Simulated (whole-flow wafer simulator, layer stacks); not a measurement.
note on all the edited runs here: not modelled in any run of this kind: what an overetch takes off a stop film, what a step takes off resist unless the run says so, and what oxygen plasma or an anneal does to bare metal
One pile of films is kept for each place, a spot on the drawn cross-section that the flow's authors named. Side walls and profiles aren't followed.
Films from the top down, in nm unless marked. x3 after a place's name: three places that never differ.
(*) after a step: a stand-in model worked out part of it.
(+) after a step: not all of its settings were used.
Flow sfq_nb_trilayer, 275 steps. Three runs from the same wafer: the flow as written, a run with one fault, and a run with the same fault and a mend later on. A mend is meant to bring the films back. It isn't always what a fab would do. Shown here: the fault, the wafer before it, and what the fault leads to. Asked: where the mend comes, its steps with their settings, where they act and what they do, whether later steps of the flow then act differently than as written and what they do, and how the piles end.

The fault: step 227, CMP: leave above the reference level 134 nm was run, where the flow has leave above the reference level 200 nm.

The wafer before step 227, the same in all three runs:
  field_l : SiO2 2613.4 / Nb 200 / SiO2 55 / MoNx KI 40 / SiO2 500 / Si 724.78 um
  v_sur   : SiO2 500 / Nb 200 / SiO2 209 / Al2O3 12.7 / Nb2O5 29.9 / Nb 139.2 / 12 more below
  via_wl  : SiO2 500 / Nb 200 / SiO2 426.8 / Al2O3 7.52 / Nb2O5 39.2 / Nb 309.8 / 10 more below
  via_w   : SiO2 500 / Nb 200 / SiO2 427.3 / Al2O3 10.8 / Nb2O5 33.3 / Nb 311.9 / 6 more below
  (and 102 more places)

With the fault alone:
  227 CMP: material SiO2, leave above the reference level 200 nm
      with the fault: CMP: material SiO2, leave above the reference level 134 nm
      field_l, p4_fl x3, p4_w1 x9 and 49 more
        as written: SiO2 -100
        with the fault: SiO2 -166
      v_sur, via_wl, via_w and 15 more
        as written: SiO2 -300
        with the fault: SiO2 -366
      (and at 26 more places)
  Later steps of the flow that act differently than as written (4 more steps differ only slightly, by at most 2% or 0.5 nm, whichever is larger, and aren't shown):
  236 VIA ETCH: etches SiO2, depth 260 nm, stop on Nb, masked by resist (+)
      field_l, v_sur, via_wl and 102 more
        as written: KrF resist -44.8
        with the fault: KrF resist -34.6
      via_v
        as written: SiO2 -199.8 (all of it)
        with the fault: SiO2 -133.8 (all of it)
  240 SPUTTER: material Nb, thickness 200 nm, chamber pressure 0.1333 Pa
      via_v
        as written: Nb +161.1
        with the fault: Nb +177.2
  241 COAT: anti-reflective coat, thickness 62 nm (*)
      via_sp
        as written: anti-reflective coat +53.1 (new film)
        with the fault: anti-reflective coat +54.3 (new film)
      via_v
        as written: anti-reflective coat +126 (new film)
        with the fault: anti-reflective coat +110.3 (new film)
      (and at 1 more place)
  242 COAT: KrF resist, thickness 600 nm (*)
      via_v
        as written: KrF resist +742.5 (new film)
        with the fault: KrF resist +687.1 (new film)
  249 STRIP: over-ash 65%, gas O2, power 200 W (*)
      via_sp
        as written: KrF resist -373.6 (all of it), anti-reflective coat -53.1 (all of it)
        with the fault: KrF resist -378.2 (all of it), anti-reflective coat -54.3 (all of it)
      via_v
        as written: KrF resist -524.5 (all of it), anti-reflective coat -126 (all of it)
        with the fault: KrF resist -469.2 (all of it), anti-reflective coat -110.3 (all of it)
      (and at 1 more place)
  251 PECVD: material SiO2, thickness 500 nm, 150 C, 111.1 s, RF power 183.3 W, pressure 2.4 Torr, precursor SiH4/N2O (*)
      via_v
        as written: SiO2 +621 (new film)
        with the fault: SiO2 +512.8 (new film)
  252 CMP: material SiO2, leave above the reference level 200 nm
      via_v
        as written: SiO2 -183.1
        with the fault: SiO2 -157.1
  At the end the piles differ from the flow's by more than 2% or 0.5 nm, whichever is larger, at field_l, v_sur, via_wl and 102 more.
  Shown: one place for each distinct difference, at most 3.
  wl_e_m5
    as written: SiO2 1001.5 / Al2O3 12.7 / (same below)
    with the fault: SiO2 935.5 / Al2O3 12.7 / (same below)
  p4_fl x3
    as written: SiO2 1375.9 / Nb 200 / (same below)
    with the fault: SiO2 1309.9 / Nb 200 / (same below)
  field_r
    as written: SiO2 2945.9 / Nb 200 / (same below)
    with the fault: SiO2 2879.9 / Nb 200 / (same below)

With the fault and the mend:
  The mend comes after step 234.
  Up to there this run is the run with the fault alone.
  234a STRIP: over-ash 65%, gas O2, power 200 W (*)
      field_l, v_sur, via_wl and 102 more
        KrF resist -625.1 (all of it), anti-reflective coat -62 (all of it)
      via_v
        anti-reflective coat -62 (all of it)
  234b PECVD: material SiO2, thickness 66 nm, 150 C, 14.67 s, RF power 183.3 W, pressure 2.4 Torr, precursor SiH4/N2O (the flow's step 226 once more, with other settings)
      field_l, v_sur, via_wl and 103 more
        SiO2 +66
  234c COAT: anti-reflective coat, thickness 62 nm (the flow's step 229 once more)
      field_l, v_sur, via_wl and 103 more
        anti-reflective coat +62 (new film)
  234d COAT: KrF resist, thickness 650 nm (the flow's step 230 once more)
      field_l, v_sur, via_wl and 103 more
        KrF resist +650 (new film)
  234e SOFTBAKE: KrF resist (the flow's step 231 once more)
      changes no film at any place that is followed
  234f EXPOSE: photomask I6, dose 11.91 mJ/cm2, NA 0.6, wavelength 248 nm (*) (the flow's step 232 once more)
      changes no film at any place that is followed
  234g PEB: KrF resist, 90 s (the flow's step 233 once more)
      field_l, v_sur, via_wl and 103 more
        KrF resist -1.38
  234h DEVELOP: KrF resist, thickness 650 nm, 60 s (the flow's step 234 once more)
      field_l, v_sur, via_wl and 102 more
        KrF resist -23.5
      via_v
        KrF resist -648.6 (all of it)
  No later step of the flow acts differently than as written, at any place that is followed, by more than 2% or 0.5 nm, whichever is larger.
  At the end the piles are the same as the flow's at every place that both follow.
